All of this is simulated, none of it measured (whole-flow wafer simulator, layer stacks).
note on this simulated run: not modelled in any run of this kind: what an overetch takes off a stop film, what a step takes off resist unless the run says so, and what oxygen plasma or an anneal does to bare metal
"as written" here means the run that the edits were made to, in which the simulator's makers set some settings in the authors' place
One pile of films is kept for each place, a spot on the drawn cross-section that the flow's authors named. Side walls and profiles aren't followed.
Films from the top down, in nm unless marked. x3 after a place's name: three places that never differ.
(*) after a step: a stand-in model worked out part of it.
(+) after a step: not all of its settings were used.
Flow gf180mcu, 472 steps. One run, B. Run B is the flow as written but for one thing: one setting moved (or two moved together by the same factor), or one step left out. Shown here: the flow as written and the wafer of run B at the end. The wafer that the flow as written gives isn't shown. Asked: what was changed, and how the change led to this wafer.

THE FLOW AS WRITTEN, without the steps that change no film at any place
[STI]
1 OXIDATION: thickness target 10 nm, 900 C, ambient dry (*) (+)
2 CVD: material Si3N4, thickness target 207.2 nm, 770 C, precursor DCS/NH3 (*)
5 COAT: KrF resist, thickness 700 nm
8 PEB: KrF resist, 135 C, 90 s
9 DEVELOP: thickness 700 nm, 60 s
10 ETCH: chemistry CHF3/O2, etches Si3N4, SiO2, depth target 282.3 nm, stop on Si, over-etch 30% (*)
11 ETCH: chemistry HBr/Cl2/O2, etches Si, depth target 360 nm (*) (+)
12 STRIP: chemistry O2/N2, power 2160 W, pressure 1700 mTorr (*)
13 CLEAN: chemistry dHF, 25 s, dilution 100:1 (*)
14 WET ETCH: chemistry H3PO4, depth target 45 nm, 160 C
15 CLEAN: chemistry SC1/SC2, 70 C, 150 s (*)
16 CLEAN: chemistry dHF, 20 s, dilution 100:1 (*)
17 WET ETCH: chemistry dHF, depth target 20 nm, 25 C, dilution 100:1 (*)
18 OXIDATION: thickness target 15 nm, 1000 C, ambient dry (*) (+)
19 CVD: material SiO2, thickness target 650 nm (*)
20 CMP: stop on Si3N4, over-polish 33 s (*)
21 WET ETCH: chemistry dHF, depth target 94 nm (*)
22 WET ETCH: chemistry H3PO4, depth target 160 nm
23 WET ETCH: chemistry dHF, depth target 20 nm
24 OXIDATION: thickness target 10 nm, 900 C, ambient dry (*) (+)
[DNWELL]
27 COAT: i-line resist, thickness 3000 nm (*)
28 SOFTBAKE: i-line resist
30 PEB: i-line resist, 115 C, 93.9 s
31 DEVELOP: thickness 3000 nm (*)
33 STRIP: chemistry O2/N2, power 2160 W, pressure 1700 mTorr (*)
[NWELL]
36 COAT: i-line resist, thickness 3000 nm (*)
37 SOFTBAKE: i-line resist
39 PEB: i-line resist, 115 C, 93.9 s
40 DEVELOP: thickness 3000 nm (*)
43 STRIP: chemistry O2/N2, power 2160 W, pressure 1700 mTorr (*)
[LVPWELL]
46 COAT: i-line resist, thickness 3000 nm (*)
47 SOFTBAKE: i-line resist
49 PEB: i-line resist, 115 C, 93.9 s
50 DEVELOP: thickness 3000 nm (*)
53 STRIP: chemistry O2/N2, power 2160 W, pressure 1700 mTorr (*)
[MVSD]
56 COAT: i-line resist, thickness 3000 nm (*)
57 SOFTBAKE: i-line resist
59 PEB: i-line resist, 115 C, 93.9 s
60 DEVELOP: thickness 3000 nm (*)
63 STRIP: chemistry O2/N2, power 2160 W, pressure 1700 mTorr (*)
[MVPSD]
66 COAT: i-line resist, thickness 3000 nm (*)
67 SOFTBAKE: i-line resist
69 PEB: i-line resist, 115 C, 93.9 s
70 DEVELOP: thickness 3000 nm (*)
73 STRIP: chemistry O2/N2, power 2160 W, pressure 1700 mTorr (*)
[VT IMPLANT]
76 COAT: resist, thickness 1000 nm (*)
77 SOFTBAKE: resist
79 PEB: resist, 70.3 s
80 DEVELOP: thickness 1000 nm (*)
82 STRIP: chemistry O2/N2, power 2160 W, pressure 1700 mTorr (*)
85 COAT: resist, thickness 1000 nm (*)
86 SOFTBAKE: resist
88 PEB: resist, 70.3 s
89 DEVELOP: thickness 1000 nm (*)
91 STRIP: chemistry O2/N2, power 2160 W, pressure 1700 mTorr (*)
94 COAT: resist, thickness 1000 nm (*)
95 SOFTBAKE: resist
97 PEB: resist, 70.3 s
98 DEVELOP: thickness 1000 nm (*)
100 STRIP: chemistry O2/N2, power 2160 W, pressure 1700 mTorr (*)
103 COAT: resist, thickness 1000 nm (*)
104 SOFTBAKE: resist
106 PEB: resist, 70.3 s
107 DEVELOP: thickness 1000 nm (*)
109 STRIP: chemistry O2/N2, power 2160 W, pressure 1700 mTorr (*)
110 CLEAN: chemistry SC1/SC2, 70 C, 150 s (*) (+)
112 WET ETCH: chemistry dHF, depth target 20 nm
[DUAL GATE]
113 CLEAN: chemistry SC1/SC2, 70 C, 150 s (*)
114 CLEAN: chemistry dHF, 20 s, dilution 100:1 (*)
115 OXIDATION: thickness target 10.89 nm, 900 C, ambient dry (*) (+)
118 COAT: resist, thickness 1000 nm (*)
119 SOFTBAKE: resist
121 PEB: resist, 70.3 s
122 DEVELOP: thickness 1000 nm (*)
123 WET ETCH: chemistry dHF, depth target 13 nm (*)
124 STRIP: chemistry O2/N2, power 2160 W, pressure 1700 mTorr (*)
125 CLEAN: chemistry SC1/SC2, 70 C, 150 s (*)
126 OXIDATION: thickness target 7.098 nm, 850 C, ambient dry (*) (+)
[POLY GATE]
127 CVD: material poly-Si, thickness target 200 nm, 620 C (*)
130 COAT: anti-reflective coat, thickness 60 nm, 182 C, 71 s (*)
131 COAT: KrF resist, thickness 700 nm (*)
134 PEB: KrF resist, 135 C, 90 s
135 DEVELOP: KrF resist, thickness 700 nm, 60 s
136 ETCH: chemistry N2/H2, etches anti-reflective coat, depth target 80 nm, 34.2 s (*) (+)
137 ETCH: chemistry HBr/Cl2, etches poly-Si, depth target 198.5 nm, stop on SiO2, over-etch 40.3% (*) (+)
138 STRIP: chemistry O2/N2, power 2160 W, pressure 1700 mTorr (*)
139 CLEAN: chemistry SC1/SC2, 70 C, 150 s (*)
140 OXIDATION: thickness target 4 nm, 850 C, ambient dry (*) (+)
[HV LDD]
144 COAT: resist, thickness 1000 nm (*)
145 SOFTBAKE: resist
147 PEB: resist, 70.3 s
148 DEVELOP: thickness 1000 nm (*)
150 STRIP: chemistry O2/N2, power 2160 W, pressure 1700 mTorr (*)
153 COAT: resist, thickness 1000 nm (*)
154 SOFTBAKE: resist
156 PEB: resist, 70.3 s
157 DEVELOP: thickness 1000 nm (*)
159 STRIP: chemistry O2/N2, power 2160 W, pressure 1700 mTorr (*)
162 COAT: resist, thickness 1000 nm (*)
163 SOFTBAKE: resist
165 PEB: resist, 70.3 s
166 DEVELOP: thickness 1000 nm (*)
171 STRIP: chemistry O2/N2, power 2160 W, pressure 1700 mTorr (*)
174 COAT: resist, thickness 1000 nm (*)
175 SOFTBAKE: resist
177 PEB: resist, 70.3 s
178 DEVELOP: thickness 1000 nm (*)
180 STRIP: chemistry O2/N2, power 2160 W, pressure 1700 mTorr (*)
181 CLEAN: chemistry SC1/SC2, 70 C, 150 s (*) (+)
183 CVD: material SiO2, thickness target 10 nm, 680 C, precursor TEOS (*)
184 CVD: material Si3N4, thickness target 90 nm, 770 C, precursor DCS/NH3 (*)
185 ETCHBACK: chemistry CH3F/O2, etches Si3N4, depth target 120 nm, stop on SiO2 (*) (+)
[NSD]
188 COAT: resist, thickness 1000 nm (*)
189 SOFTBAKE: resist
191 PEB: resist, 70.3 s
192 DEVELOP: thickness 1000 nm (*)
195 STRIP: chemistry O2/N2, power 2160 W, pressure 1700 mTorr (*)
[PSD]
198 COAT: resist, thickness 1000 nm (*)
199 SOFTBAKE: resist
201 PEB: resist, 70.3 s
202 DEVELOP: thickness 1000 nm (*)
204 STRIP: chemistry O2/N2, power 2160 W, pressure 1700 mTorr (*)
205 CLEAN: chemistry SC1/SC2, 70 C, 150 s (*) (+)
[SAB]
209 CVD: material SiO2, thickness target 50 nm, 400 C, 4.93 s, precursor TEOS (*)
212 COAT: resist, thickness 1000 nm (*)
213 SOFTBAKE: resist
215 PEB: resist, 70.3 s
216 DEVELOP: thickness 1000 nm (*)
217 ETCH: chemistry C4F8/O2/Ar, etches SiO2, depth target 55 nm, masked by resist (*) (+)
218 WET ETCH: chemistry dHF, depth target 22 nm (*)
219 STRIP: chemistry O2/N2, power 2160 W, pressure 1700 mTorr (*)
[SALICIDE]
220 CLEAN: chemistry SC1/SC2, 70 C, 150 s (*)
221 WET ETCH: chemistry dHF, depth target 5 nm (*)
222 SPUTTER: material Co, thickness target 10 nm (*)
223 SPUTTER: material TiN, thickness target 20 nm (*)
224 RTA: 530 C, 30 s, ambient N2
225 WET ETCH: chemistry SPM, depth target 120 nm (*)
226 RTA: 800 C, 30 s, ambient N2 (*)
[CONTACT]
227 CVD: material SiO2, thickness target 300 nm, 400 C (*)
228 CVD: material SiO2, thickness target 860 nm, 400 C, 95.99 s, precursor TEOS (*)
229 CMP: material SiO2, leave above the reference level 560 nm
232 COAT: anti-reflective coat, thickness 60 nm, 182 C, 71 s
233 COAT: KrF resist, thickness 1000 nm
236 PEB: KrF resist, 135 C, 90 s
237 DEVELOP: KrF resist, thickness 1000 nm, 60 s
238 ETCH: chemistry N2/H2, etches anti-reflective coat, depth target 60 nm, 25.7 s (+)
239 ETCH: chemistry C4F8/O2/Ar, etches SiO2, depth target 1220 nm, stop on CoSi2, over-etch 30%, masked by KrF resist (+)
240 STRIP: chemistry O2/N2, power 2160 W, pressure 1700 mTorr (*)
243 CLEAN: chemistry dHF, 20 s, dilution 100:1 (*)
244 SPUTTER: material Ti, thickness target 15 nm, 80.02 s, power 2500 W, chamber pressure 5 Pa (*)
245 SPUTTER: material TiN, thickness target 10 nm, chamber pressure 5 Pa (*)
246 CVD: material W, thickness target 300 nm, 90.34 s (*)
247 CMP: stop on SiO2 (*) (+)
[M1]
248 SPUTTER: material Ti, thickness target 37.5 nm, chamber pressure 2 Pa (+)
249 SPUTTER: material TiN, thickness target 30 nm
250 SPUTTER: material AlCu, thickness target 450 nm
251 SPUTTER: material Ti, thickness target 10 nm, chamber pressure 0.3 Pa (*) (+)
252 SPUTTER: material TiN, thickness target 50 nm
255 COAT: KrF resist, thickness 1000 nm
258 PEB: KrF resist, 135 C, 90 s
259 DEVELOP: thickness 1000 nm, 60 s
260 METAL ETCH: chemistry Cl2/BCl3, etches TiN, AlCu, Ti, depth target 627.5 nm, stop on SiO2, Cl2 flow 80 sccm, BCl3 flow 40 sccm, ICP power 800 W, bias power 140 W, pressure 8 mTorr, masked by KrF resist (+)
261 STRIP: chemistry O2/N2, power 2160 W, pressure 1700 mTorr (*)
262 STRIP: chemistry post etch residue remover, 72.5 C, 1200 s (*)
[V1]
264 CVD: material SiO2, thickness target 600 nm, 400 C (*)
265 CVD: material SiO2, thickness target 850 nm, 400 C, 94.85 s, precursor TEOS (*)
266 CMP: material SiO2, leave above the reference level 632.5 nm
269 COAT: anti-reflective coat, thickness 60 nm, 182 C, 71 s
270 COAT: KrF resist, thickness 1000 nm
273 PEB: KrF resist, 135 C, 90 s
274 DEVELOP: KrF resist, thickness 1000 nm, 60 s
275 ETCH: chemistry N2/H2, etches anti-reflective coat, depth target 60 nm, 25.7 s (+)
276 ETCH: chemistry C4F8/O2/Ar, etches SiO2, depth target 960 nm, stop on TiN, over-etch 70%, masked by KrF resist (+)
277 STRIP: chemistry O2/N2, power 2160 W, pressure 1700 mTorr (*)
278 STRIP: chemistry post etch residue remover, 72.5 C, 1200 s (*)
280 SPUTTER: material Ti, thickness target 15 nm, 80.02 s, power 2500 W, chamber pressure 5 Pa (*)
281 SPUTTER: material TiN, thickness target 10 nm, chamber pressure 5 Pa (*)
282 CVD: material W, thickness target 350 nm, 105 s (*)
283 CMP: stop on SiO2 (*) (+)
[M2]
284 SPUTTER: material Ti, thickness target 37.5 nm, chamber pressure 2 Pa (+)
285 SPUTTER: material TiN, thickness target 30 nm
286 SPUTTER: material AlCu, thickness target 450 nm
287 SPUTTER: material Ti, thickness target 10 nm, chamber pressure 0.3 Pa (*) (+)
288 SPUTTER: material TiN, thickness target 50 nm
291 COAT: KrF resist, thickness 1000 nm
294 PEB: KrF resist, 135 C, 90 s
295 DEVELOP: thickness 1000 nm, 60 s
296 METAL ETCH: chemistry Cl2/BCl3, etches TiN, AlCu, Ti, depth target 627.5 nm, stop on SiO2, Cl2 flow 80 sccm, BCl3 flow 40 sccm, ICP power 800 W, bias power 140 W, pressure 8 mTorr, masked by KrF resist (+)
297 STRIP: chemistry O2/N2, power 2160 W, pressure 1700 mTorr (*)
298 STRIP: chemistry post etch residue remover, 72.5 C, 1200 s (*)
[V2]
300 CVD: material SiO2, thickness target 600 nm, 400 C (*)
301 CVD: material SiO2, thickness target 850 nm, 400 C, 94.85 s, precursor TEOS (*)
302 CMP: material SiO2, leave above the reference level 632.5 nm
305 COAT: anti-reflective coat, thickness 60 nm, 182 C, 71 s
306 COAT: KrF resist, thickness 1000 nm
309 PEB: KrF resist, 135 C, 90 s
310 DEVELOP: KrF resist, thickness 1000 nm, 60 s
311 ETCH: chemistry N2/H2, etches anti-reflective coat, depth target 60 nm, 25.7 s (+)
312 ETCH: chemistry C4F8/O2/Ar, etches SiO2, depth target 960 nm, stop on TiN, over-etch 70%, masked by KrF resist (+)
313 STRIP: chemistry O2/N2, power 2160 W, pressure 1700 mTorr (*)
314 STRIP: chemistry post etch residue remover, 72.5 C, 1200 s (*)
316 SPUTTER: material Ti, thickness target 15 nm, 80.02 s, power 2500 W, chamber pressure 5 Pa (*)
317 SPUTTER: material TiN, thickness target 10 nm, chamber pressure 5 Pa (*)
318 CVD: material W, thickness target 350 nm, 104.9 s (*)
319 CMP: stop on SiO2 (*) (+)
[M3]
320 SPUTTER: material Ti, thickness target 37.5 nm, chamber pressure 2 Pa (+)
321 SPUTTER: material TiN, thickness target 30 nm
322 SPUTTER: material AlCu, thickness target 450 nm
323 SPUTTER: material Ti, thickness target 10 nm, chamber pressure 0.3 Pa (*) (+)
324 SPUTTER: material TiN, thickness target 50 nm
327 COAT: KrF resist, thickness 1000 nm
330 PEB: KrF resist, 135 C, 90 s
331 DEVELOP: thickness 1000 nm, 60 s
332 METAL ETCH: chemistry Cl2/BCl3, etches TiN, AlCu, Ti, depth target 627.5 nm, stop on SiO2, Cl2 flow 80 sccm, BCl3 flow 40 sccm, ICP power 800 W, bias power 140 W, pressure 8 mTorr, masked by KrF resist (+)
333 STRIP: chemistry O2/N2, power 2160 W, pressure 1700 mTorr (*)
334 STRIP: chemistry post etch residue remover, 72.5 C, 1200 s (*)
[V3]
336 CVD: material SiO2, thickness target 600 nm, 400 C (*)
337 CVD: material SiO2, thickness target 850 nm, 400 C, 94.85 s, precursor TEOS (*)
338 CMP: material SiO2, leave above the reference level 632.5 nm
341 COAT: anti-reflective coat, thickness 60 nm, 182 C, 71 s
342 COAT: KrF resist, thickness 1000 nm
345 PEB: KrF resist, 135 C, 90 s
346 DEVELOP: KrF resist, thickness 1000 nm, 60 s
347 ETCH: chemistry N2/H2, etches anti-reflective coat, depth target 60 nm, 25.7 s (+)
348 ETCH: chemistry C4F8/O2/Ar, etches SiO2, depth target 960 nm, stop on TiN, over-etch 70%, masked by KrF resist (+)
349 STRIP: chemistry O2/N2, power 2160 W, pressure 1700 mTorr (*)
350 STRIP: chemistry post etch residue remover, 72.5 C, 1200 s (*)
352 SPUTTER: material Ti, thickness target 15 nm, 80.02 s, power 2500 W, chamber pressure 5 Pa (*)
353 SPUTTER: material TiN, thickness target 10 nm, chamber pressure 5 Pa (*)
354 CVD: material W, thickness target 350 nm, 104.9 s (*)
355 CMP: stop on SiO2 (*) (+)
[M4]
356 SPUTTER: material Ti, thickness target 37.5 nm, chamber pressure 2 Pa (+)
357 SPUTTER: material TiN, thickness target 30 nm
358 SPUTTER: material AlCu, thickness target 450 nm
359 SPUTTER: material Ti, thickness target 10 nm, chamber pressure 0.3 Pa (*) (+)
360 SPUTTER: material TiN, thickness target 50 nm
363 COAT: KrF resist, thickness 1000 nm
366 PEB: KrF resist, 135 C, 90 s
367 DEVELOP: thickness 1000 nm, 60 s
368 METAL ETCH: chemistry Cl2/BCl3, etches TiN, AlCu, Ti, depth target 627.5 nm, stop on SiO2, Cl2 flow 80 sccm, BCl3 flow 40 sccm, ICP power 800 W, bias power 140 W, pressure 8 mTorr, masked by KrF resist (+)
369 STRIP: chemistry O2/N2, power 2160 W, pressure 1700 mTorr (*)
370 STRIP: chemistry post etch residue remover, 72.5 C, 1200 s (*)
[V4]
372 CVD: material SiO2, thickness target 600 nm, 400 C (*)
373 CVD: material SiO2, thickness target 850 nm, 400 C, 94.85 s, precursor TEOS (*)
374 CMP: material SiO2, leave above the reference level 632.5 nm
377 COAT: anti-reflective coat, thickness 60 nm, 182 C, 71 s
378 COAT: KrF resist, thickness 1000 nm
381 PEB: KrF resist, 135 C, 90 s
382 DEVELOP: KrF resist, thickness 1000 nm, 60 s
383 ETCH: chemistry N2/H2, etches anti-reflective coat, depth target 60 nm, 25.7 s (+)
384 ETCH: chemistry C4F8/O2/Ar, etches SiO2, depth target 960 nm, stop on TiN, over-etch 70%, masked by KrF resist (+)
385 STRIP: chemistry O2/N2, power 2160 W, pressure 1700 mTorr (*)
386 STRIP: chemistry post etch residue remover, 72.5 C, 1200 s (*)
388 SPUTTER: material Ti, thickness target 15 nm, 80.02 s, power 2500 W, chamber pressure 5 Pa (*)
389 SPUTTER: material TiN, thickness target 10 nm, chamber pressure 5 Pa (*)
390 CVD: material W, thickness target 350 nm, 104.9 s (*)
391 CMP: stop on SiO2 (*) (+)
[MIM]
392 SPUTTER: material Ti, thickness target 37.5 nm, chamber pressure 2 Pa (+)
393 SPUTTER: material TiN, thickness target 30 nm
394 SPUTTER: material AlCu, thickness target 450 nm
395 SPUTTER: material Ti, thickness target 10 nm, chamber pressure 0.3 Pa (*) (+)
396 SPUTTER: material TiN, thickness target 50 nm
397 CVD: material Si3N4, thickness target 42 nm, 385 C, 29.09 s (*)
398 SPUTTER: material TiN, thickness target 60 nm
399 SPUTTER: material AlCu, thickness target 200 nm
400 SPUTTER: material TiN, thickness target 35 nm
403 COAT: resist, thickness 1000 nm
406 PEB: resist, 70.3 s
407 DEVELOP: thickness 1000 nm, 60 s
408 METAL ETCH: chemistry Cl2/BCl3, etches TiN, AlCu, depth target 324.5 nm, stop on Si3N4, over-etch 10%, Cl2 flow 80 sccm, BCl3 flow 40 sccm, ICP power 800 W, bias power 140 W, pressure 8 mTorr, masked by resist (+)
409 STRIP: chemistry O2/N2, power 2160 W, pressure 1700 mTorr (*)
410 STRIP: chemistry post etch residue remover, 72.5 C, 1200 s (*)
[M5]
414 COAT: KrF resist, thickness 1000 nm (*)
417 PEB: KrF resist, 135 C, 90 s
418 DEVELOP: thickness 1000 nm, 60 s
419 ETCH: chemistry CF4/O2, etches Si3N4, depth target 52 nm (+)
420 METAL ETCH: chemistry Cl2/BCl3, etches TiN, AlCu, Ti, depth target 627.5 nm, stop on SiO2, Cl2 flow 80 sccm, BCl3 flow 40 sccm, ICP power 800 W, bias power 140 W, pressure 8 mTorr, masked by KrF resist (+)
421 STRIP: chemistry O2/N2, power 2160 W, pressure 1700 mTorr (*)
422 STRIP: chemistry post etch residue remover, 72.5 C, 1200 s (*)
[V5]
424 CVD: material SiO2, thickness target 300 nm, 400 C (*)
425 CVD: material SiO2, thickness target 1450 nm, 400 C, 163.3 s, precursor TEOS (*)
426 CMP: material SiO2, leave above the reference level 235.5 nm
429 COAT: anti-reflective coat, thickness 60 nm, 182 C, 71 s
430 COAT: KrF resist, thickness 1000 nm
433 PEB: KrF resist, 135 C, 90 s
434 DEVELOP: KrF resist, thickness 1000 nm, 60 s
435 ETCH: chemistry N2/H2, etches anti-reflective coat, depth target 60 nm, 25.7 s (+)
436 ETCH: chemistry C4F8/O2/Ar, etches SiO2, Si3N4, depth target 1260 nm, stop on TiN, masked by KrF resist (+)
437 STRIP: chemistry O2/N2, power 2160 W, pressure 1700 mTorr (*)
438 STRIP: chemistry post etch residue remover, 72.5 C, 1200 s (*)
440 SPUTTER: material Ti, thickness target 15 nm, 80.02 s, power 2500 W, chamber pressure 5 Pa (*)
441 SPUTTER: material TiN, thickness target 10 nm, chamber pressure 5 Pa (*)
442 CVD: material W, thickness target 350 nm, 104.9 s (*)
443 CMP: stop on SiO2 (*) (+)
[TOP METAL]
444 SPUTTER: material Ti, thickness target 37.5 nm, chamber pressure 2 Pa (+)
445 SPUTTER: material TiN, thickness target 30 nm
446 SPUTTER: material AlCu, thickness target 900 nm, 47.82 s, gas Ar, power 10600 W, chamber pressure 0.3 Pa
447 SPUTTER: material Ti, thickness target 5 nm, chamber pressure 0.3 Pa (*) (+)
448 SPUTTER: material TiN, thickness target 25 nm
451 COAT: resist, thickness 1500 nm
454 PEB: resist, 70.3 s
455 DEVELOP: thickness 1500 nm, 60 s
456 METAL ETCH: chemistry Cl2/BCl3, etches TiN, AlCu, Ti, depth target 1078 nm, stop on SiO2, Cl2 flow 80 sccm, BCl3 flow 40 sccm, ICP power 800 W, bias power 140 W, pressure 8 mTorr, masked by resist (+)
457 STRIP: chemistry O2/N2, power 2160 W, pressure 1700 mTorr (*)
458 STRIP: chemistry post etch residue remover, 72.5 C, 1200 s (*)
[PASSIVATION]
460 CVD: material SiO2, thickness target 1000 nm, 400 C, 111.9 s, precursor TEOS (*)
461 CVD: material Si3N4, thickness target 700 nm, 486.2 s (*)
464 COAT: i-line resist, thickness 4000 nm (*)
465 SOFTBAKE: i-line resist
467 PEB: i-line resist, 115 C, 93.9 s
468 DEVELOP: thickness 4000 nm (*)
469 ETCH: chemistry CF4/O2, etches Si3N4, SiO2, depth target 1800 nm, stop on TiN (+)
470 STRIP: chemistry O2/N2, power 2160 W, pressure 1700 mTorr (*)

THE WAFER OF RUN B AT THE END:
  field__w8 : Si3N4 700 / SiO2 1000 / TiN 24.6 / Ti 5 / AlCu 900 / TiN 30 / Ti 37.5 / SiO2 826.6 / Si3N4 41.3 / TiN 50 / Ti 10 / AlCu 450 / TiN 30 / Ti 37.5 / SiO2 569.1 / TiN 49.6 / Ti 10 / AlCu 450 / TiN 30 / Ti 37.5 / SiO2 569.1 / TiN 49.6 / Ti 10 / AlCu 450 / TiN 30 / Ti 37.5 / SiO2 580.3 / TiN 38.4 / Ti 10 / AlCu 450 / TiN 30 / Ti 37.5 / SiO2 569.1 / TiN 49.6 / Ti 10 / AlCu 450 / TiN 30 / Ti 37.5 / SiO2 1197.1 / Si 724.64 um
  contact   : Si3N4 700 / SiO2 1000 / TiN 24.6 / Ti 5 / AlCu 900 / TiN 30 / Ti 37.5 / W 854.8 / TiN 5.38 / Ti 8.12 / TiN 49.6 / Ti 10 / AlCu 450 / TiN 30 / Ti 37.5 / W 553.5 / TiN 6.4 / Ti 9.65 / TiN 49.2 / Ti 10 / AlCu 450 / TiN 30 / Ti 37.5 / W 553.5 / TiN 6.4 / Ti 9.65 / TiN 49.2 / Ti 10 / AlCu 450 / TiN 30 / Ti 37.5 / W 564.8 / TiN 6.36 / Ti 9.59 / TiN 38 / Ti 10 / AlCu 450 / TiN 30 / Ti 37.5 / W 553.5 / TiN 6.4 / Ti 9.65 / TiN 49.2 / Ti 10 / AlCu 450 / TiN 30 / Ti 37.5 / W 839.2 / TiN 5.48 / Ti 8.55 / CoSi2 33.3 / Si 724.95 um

The cause: step 288, SPUTTER: thickness target 38.8 nm was run, where the flow has thickness target 50 nm.

How the change led to this, step by step:
  288 SPUTTER: material TiN, thickness target 50 nm
      field, field__w1, field__w2 and 108 more: TiN +38.8 (new film) (as written it would be: TiN +50 (new film))
  296 METAL ETCH: chemistry Cl2/BCl3, etches TiN, AlCu, Ti, depth target 627.5 nm, stop on SiO2, Cl2 flow 80 sccm, BCl3 flow 40 sccm, ICP power 800 W, bias power 140 W, pressure 8 mTorr, masked by KrF resist (+)
      field, field__w1, field__w2 and 103 more: TiN -38.8 (all of it), Ti -10 (all of it), AlCu -450 (all of it), TiN -30 (all of it), Ti -37.5 (all of it) (as written it would be: TiN -50 (all of it), Ti -10 (all of it), AlCu -450 (all of it), TiN -30 (all of it), Ti -37.5 (all of it))
